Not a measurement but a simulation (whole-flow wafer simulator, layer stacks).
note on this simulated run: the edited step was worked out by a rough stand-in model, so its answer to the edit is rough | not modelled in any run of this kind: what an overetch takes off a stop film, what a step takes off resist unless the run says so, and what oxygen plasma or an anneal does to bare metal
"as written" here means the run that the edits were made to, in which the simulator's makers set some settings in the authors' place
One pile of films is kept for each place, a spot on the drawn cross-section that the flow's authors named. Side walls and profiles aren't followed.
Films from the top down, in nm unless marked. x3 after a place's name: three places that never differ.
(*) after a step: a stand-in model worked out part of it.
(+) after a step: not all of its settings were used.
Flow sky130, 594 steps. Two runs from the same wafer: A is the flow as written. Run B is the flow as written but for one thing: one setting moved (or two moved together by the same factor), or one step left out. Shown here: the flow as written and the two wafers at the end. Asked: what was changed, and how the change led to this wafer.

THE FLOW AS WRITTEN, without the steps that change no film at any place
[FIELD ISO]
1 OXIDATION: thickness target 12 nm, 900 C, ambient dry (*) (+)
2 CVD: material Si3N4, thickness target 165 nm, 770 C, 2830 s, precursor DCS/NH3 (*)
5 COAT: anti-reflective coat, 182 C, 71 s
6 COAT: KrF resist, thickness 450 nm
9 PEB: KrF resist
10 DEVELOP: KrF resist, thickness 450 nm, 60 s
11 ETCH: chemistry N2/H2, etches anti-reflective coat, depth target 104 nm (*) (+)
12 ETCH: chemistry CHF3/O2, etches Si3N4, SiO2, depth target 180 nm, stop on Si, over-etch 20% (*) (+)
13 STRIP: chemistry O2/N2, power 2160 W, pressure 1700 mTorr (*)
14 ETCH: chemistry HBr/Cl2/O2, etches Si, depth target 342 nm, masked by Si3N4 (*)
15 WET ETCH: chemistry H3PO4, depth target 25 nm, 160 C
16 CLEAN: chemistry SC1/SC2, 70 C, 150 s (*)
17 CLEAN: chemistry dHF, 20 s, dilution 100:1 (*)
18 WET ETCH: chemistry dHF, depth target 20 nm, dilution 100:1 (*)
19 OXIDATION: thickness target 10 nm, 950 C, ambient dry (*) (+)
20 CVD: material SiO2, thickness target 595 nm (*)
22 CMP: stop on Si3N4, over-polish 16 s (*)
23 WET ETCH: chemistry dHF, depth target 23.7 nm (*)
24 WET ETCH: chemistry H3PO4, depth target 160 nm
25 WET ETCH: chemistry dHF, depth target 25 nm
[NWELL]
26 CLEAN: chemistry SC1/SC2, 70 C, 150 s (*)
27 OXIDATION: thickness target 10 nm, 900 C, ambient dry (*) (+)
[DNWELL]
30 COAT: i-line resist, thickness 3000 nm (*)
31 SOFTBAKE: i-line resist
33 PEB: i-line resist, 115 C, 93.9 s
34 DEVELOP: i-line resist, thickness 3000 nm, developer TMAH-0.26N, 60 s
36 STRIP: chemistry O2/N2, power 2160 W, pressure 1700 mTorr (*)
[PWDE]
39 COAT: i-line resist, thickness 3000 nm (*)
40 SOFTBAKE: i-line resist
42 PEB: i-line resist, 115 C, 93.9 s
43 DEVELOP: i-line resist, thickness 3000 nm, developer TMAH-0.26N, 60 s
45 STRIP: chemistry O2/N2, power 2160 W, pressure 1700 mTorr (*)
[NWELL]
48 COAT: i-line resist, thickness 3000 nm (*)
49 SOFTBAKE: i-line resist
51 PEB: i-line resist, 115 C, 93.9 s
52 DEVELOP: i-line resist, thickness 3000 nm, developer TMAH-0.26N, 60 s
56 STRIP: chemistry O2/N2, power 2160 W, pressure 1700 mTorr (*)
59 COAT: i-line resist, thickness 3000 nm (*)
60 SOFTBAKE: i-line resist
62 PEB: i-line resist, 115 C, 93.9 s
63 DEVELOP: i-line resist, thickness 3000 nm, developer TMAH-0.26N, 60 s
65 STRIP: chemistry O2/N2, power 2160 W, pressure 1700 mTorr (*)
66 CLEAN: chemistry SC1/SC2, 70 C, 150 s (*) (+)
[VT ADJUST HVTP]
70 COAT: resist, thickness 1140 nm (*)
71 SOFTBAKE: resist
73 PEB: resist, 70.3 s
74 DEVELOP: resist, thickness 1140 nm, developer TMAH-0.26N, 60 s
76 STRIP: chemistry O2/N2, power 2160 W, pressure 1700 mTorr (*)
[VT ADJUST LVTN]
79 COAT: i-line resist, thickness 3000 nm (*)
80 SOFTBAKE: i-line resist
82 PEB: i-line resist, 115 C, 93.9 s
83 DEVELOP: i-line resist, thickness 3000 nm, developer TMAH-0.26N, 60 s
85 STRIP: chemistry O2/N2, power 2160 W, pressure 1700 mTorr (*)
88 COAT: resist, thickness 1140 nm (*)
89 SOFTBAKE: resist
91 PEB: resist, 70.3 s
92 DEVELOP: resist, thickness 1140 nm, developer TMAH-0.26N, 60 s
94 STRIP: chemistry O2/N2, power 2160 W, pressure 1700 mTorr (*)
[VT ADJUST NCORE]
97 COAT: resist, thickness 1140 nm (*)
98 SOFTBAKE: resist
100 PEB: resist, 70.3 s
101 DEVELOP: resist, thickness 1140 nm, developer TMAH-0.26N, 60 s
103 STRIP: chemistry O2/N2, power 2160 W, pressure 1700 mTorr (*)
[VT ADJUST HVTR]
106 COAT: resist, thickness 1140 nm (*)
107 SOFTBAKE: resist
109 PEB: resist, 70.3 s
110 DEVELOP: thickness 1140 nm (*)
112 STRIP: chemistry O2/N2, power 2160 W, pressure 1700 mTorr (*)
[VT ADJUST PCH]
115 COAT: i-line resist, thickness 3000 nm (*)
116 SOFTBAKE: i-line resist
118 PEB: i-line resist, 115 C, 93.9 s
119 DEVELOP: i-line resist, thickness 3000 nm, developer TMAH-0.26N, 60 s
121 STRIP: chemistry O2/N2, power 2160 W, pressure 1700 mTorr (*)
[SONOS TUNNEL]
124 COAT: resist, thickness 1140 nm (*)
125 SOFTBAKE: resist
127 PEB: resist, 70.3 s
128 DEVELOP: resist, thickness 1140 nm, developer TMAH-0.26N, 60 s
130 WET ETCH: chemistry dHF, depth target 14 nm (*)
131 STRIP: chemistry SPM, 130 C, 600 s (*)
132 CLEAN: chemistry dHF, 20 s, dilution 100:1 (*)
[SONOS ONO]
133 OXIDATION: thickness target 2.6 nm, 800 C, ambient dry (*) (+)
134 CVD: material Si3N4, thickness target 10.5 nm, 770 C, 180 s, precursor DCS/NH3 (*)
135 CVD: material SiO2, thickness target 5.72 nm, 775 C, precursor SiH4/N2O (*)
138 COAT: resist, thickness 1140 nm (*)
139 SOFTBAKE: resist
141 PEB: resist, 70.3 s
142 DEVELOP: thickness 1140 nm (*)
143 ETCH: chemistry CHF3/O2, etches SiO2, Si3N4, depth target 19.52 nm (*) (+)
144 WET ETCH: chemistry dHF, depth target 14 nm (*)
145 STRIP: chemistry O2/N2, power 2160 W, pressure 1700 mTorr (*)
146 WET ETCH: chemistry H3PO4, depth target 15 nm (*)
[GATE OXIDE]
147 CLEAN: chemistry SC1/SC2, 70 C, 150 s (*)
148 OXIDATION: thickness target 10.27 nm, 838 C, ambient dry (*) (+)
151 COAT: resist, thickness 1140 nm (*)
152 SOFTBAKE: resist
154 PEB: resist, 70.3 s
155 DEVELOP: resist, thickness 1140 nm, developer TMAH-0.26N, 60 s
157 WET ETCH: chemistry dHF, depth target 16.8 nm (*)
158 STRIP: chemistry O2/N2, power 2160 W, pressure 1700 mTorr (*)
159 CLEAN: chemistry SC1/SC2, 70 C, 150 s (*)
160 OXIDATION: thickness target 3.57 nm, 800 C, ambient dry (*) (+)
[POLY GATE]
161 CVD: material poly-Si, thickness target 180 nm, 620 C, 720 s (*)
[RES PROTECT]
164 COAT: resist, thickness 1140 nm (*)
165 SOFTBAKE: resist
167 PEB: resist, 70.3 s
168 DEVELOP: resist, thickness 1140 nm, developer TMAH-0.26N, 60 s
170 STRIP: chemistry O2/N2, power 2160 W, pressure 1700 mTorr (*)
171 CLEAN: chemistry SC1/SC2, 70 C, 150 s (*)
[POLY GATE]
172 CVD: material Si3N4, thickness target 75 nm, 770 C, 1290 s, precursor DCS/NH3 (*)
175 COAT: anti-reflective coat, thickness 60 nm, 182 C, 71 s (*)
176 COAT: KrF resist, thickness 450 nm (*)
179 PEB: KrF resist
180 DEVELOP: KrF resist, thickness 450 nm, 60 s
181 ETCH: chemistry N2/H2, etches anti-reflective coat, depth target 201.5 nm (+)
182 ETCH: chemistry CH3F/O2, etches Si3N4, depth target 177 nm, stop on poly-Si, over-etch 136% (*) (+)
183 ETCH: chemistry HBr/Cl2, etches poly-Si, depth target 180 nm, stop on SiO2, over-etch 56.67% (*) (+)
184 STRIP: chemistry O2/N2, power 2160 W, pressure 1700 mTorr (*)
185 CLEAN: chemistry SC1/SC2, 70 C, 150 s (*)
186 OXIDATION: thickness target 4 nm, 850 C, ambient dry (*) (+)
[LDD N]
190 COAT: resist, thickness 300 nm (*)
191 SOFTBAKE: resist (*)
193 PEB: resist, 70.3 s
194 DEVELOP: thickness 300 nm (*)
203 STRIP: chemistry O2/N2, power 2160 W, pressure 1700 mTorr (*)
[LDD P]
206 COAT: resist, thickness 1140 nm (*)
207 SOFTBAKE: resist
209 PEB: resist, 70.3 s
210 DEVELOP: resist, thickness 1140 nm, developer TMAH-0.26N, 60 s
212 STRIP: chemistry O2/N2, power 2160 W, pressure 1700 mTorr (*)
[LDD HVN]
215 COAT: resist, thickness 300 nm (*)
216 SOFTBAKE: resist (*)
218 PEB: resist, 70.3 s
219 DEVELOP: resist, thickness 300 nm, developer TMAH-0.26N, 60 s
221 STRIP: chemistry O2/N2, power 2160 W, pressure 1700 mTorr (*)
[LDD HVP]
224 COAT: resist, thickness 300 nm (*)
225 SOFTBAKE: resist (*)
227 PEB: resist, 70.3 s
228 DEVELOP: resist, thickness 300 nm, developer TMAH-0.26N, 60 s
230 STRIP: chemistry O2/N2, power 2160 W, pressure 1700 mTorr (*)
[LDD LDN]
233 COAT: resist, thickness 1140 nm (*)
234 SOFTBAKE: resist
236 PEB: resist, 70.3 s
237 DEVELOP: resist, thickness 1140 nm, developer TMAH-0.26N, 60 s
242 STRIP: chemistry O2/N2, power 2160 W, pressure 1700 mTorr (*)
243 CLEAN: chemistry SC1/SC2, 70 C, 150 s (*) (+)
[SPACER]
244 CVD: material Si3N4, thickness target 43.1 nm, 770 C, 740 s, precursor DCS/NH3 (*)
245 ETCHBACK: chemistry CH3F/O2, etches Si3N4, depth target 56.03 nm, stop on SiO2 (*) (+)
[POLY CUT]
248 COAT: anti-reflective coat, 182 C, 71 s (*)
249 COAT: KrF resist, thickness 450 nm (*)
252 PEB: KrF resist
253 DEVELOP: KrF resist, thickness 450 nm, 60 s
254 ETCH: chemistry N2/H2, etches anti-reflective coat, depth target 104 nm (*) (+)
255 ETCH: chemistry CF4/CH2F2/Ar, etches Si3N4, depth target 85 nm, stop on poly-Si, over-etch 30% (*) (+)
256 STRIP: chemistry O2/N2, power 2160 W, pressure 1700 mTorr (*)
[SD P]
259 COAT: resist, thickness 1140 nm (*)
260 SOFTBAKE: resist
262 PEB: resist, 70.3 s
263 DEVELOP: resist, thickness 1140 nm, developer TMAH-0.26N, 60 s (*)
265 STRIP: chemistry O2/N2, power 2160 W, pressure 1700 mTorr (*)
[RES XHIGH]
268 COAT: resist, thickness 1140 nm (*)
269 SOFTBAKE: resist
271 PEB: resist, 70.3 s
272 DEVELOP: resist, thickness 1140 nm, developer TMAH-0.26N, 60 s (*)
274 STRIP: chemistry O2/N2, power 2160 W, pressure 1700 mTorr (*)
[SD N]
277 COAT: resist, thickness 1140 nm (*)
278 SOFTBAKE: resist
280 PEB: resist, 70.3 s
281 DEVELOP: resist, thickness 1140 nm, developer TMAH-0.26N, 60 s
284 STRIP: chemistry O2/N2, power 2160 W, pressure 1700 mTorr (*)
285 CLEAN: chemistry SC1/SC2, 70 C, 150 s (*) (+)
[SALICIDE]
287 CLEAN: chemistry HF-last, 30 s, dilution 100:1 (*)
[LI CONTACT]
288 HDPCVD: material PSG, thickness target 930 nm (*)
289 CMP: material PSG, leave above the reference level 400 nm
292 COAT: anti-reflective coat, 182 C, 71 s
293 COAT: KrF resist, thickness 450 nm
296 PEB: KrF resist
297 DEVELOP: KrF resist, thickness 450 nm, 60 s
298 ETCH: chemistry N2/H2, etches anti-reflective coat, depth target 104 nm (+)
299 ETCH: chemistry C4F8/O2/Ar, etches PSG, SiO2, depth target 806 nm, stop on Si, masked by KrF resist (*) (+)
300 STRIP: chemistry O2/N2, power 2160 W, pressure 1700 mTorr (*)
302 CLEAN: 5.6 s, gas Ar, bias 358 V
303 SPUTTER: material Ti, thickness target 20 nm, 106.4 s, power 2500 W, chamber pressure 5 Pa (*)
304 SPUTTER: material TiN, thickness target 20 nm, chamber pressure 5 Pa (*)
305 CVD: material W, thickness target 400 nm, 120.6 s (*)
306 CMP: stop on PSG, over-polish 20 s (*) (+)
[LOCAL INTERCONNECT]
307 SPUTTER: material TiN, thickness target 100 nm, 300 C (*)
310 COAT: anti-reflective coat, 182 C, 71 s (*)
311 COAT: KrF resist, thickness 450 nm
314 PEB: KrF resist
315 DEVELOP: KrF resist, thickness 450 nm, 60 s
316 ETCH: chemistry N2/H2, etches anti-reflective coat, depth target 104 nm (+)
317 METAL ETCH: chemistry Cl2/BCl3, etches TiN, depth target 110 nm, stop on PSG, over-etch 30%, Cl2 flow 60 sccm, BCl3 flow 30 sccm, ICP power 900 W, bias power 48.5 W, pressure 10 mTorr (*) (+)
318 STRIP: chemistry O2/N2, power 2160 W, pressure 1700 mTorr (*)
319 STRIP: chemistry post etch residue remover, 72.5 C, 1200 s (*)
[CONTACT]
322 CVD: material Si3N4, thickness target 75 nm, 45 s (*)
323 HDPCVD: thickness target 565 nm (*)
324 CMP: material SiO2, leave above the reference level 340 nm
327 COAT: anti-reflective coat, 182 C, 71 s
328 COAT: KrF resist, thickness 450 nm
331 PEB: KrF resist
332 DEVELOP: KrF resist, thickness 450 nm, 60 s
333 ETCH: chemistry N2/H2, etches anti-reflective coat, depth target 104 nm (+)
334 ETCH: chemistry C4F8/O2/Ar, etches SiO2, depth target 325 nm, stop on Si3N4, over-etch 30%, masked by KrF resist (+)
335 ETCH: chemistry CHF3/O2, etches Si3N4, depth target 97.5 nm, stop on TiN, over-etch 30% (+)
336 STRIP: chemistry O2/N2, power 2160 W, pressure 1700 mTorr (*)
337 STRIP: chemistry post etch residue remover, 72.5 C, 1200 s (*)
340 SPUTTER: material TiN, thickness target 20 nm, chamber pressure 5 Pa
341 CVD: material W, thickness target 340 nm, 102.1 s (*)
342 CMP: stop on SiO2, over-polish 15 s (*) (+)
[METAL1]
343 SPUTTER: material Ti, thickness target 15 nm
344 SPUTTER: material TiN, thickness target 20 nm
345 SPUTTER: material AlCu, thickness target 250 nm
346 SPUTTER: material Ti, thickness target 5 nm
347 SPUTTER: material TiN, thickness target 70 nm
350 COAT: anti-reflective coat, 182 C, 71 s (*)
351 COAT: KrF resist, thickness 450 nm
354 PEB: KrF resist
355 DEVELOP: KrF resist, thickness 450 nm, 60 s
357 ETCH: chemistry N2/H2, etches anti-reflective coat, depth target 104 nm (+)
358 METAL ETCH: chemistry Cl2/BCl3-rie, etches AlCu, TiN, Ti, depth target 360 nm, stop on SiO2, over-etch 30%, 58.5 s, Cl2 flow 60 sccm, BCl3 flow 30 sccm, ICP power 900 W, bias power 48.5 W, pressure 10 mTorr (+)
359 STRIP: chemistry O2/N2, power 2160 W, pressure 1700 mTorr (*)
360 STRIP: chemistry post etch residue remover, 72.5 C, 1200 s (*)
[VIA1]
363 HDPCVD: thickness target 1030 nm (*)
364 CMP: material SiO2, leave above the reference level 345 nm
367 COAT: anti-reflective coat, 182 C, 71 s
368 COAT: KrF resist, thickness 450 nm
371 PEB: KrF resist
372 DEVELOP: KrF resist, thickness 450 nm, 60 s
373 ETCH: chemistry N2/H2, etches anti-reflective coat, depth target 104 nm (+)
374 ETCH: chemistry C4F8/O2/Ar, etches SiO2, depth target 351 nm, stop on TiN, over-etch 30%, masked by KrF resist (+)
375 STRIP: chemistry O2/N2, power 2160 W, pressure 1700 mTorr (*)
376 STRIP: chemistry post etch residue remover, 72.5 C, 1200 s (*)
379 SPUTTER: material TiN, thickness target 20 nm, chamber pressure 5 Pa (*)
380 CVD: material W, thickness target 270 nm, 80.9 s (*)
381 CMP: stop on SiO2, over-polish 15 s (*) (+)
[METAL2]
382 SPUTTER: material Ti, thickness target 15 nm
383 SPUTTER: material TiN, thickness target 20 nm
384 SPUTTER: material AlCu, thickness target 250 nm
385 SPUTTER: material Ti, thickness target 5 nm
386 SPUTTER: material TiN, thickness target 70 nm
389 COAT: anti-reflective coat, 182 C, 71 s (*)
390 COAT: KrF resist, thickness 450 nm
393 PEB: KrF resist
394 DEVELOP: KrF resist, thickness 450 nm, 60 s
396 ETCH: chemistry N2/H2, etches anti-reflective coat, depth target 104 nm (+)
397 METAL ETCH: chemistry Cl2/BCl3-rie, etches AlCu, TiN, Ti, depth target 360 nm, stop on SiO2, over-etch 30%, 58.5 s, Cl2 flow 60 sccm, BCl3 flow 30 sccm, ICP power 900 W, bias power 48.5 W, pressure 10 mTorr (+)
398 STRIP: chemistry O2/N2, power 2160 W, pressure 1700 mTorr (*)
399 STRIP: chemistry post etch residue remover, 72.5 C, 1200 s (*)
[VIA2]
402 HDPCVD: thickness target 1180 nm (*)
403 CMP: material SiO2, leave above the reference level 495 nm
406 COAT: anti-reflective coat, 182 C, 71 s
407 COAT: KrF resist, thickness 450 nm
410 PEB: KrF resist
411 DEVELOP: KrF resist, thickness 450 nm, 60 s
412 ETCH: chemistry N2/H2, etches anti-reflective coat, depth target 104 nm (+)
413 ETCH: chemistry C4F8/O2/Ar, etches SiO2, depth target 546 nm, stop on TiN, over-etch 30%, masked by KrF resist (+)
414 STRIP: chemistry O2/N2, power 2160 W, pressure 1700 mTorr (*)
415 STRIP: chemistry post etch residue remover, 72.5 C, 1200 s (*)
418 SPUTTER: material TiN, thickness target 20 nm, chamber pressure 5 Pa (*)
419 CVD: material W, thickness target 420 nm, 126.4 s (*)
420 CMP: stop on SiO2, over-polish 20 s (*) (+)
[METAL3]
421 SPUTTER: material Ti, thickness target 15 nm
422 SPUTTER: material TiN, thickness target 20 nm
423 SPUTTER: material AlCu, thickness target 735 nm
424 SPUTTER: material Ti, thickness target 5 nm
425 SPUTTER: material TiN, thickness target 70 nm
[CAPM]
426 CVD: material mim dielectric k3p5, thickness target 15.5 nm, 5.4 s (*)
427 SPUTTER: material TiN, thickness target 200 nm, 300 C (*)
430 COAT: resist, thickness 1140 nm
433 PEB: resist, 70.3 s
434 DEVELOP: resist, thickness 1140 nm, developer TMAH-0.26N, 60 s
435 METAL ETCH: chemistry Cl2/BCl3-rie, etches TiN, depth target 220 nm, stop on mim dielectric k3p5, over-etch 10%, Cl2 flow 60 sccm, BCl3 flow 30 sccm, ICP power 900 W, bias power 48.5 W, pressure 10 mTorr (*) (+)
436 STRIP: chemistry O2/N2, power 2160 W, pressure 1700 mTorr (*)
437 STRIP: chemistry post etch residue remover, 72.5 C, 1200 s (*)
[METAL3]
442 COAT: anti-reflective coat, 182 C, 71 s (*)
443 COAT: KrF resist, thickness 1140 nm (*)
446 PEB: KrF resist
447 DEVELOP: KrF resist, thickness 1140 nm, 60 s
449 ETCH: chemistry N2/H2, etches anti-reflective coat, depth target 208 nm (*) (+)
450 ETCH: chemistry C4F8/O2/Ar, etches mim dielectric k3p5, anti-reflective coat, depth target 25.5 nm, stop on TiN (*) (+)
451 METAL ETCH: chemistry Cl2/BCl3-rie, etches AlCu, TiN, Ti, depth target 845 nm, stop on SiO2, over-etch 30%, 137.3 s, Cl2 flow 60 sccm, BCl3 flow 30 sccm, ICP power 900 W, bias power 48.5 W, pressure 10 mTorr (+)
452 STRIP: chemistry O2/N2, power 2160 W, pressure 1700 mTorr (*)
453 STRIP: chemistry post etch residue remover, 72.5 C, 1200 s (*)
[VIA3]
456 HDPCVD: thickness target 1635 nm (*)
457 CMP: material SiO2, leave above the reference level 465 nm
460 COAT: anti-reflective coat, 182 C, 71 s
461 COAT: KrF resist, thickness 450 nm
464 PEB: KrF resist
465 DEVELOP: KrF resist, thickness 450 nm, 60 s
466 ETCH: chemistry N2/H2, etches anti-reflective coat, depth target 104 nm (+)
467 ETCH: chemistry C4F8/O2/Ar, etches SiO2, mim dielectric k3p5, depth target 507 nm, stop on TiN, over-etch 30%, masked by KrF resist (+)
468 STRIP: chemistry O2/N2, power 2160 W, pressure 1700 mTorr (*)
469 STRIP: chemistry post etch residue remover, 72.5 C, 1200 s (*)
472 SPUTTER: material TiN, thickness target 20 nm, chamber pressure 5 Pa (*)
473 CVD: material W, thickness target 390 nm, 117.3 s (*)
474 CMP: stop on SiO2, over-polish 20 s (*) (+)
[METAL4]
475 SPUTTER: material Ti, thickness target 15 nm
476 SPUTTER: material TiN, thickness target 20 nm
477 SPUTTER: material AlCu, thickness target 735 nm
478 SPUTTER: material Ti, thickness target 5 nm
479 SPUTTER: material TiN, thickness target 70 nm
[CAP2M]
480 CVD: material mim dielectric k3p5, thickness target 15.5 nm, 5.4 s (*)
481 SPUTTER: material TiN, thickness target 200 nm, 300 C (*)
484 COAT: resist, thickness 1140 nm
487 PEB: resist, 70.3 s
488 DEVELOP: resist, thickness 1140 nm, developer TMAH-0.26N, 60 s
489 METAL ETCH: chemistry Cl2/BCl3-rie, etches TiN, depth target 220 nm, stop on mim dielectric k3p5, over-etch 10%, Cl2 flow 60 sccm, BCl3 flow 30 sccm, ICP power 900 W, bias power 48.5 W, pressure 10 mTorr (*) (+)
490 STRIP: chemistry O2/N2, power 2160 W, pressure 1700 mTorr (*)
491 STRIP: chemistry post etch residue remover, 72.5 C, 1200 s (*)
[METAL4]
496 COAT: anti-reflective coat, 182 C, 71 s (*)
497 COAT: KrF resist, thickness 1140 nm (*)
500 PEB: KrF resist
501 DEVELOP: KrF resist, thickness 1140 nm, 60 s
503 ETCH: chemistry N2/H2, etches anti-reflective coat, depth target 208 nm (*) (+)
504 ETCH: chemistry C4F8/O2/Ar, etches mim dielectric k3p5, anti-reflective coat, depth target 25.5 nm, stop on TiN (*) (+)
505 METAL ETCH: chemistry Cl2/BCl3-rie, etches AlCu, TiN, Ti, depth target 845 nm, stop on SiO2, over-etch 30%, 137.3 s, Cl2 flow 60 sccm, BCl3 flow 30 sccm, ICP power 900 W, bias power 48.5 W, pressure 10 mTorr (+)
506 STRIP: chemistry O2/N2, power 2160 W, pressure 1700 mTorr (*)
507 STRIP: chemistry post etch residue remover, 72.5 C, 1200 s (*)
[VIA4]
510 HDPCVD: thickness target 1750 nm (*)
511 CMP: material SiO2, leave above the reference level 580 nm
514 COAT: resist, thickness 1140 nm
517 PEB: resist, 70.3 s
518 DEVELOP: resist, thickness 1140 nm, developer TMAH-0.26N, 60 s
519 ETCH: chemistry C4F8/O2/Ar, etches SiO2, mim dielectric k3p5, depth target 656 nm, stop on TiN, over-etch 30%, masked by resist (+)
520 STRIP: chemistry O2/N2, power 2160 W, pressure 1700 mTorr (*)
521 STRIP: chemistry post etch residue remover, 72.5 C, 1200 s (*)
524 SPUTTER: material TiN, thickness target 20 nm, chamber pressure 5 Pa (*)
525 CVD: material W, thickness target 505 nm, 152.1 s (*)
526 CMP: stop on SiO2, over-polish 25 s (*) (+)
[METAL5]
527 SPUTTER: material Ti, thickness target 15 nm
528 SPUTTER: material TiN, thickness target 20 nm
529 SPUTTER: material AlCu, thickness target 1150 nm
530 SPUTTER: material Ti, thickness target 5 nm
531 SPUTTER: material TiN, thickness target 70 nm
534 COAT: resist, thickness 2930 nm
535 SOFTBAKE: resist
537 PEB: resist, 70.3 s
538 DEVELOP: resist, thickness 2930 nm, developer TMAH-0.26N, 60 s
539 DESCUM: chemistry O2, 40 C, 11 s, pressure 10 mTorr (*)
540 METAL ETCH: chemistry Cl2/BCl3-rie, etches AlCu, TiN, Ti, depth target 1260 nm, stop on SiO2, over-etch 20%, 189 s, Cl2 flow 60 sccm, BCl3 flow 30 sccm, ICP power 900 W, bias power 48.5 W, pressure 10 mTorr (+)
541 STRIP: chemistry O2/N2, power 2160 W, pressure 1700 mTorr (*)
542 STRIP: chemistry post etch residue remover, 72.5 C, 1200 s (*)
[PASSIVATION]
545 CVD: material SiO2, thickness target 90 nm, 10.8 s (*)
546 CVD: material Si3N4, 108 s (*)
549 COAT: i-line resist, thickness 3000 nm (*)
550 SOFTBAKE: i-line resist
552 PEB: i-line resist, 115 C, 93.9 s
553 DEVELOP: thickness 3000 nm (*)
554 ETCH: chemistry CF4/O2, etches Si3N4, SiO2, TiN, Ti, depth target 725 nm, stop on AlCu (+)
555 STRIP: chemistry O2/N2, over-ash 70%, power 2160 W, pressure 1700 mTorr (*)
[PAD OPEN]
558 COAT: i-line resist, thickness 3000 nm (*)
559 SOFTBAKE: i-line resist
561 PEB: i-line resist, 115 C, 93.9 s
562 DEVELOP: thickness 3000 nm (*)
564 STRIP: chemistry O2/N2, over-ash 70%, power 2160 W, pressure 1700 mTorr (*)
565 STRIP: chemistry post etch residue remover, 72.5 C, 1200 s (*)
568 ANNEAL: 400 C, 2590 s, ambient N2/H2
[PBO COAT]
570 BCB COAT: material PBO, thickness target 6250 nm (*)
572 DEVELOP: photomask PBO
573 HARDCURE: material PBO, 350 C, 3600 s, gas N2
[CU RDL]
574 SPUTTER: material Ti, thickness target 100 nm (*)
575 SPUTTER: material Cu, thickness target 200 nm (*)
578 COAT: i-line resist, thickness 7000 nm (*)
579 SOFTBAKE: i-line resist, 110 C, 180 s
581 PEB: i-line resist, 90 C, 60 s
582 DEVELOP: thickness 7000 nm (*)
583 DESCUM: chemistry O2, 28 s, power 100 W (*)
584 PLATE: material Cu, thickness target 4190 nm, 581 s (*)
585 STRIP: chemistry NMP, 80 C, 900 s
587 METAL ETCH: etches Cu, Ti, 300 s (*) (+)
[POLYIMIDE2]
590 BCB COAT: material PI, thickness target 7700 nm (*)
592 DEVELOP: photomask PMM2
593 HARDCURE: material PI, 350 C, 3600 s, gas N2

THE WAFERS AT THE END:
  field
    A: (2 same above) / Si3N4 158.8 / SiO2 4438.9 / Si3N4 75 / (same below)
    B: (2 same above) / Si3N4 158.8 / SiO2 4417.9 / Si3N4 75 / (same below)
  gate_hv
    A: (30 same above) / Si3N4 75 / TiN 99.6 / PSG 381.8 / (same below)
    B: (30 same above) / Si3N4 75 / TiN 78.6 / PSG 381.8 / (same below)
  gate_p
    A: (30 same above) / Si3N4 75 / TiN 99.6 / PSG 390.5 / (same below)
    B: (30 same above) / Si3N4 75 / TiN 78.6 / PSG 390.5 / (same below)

The cause: step 307, SPUTTER: thickness target 79 nm was run, where the flow has thickness target 100 nm.

How the change led to this, step by step:
  307 SPUTTER: material TiN, thickness target 100 nm, 300 C (*)
      field, active, n_well and 188 more: A TiN +100 (new film) | B TiN +79 (new film)
  317 METAL ETCH: chemistry Cl2/BCl3, etches TiN, depth target 110 nm, stop on PSG, over-etch 30%, Cl2 flow 60 sccm, BCl3 flow 30 sccm, ICP power 900 W, bias power 48.5 W, pressure 10 mTorr (*) (+)
      n_well, p_well, gate_hv and 97 more: A KrF resist -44 | B KrF resist -40.4
      field, active, gate and 88 more: A TiN -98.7 (all of it) | B TiN -77.7 (all of it)
  324 CMP: material SiO2, leave above the reference level 340 nm
      field, active, gate and 88 more: A SiO2 -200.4 | B SiO2 -221.4
